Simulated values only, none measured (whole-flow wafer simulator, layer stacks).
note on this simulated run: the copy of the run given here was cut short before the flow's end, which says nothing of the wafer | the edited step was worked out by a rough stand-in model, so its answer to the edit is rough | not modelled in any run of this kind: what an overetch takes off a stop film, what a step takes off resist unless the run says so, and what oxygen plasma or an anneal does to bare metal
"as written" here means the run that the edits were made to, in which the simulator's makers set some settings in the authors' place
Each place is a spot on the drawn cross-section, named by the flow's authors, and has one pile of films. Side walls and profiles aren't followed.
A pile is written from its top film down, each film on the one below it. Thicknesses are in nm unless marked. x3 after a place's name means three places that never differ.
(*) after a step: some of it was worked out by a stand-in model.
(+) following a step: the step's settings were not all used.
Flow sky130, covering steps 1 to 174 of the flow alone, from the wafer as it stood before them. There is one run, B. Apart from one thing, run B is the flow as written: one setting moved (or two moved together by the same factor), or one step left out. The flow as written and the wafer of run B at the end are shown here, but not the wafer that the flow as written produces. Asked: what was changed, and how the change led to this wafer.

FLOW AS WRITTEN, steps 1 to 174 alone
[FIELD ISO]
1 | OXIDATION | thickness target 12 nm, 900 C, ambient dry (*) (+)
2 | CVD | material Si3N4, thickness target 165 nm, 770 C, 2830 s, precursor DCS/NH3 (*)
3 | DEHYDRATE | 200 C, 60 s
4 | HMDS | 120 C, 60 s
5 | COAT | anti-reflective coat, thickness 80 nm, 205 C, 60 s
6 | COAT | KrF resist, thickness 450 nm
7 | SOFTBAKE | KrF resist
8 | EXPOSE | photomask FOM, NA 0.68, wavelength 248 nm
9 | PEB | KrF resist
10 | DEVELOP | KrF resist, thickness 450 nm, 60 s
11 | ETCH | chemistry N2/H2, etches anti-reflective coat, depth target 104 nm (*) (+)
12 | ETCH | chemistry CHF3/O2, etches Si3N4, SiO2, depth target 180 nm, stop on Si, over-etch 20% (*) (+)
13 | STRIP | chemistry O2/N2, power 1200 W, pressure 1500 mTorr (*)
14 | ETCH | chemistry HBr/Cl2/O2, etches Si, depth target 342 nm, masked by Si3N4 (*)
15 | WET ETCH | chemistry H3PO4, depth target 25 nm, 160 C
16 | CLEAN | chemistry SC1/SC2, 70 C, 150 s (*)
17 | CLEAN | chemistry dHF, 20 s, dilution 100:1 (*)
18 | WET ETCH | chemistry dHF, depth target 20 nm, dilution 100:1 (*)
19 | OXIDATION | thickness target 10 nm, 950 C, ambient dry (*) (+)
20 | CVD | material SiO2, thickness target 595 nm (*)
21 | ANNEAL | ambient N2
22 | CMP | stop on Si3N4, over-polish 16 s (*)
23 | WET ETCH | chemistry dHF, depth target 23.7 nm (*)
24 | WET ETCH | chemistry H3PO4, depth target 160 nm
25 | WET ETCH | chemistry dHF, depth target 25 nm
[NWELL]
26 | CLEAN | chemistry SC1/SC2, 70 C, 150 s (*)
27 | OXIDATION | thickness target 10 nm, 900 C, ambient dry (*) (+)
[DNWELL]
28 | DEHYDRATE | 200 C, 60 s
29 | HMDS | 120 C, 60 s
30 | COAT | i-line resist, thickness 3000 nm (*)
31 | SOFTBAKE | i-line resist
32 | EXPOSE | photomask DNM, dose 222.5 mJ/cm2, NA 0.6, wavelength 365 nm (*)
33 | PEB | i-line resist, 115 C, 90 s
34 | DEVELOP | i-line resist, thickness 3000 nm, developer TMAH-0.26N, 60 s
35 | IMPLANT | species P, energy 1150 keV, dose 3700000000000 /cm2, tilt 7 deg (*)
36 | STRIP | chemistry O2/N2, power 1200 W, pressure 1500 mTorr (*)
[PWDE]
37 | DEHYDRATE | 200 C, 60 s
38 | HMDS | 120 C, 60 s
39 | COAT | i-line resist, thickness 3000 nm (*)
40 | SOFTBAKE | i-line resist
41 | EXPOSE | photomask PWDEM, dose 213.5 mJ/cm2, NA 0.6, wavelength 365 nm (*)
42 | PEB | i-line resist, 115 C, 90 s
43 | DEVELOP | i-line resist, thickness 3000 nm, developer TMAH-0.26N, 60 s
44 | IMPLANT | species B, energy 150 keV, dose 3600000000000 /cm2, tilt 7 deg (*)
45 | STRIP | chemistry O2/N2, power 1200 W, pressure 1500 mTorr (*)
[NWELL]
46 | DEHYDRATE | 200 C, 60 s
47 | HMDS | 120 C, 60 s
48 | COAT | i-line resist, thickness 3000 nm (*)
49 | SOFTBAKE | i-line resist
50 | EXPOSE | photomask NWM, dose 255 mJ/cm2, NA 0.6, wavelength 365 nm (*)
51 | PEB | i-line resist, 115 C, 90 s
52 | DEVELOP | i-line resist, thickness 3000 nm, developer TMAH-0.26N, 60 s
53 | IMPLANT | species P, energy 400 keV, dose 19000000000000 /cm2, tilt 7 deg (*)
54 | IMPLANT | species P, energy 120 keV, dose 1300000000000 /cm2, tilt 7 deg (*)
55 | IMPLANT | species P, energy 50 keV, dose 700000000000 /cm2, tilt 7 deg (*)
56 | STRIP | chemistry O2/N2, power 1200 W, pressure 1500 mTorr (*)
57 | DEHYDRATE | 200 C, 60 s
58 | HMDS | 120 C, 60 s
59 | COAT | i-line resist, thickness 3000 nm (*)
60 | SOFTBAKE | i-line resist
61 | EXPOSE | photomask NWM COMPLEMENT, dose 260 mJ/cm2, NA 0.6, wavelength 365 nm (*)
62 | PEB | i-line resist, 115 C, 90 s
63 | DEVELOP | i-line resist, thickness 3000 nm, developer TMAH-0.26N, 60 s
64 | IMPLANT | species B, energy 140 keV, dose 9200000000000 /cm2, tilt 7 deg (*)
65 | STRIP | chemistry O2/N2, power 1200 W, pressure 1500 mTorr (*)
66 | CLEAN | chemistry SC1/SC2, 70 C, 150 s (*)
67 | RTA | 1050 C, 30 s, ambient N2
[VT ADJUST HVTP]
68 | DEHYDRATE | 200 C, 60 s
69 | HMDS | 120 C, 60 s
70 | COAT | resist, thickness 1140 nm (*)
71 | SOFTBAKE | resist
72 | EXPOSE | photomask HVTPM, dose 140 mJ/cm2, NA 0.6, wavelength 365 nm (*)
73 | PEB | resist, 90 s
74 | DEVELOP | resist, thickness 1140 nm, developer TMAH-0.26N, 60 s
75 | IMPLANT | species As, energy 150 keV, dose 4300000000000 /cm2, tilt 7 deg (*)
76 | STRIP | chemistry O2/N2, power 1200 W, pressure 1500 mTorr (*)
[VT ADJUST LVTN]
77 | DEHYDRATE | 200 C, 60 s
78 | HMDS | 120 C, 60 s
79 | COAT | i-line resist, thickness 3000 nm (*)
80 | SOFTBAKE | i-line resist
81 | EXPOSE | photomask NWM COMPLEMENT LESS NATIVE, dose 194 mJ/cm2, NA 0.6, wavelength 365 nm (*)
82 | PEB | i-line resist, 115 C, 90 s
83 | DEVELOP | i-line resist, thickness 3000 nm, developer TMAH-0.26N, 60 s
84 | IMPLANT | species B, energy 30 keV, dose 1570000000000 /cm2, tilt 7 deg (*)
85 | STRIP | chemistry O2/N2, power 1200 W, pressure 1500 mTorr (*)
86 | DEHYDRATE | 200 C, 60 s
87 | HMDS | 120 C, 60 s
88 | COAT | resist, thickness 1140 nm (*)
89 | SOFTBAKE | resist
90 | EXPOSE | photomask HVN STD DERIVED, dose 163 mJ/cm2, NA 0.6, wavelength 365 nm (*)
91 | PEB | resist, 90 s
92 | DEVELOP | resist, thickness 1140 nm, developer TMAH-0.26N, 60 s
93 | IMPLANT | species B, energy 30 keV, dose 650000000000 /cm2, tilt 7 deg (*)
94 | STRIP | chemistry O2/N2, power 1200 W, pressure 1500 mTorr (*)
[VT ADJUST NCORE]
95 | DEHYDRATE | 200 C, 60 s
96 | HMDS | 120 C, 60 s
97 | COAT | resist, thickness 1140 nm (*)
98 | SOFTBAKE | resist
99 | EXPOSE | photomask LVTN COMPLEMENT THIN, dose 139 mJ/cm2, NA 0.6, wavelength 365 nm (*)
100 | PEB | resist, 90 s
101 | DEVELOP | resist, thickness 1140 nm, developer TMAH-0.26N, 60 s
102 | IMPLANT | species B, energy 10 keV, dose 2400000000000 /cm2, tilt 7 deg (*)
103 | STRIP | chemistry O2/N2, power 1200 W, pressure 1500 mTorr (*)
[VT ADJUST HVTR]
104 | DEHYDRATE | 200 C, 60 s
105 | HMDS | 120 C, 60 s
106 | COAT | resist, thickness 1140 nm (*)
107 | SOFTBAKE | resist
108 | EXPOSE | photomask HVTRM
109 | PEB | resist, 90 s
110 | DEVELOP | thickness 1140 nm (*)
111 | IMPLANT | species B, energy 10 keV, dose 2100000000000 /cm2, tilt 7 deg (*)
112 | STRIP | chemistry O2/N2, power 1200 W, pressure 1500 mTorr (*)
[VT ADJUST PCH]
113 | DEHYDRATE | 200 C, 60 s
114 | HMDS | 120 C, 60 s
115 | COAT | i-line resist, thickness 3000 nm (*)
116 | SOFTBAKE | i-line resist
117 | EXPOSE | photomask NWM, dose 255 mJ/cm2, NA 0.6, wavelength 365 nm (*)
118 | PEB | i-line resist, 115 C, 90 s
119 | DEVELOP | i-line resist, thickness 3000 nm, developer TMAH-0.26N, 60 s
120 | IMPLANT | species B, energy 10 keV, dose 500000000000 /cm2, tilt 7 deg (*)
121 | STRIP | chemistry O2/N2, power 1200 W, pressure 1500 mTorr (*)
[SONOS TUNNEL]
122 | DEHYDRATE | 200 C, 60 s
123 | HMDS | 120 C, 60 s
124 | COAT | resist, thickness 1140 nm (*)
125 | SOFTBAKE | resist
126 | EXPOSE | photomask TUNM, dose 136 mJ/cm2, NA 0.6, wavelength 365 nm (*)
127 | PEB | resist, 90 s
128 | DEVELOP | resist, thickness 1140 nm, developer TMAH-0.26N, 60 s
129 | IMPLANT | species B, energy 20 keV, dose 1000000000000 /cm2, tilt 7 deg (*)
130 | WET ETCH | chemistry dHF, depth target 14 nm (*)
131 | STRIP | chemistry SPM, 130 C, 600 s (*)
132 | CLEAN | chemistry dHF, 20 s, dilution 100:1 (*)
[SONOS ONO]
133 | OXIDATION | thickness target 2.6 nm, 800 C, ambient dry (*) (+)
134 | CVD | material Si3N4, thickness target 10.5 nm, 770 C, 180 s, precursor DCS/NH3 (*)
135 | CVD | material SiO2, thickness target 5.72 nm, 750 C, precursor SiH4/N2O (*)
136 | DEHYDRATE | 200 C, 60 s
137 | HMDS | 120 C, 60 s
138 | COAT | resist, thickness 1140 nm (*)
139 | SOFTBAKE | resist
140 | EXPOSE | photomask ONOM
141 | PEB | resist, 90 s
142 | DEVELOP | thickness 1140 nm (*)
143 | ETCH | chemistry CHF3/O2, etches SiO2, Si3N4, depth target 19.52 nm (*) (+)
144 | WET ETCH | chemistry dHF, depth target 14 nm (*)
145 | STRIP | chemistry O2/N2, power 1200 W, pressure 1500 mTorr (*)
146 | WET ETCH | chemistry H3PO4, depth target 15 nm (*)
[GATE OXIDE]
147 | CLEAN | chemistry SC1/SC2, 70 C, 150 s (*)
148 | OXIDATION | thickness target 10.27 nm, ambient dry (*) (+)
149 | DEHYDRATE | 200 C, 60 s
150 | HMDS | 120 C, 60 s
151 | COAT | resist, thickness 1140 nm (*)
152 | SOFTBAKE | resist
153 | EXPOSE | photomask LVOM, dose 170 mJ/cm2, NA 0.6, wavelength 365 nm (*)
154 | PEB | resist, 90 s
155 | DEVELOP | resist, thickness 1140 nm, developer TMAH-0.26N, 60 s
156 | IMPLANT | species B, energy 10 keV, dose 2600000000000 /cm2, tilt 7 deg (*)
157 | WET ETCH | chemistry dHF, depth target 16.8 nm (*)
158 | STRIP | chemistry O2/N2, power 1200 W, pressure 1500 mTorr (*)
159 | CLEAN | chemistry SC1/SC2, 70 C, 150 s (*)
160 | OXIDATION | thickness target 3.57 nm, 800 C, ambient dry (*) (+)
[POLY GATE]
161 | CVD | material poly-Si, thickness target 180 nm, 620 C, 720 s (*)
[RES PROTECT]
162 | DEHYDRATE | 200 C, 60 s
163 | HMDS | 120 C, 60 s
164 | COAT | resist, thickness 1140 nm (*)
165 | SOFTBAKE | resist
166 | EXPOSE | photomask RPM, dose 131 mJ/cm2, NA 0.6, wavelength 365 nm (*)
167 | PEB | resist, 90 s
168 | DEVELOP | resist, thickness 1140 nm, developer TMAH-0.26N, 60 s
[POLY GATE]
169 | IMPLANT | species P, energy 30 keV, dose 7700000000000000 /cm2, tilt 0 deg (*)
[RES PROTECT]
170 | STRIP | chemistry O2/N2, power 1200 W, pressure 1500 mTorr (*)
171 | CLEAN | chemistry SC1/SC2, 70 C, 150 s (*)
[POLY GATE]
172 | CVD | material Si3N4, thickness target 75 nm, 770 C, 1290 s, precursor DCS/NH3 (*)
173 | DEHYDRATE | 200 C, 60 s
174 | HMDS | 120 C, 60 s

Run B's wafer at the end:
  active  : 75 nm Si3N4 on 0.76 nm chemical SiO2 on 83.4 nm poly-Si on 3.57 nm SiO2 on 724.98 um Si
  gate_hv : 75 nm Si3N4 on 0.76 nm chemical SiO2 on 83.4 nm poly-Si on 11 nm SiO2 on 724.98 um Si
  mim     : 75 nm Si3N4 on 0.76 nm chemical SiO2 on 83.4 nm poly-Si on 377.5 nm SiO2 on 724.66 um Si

What caused this: step 161, CVD: 585 C was run, while the flow as written has 620 C.

Step by step, how the change led to this:
  161 | CVD | material poly-Si, thickness target 180 nm, 620 C, 720 s (*)
      field, active, n_well and 186 more: +84 poly-Si (new film) (in the flow as written it would be: +180 poly-Si (new film))
      ndiff_dn: +96.3 poly-Si (new film) (in the flow as written it would be: +215.7 poly-Si (new film))
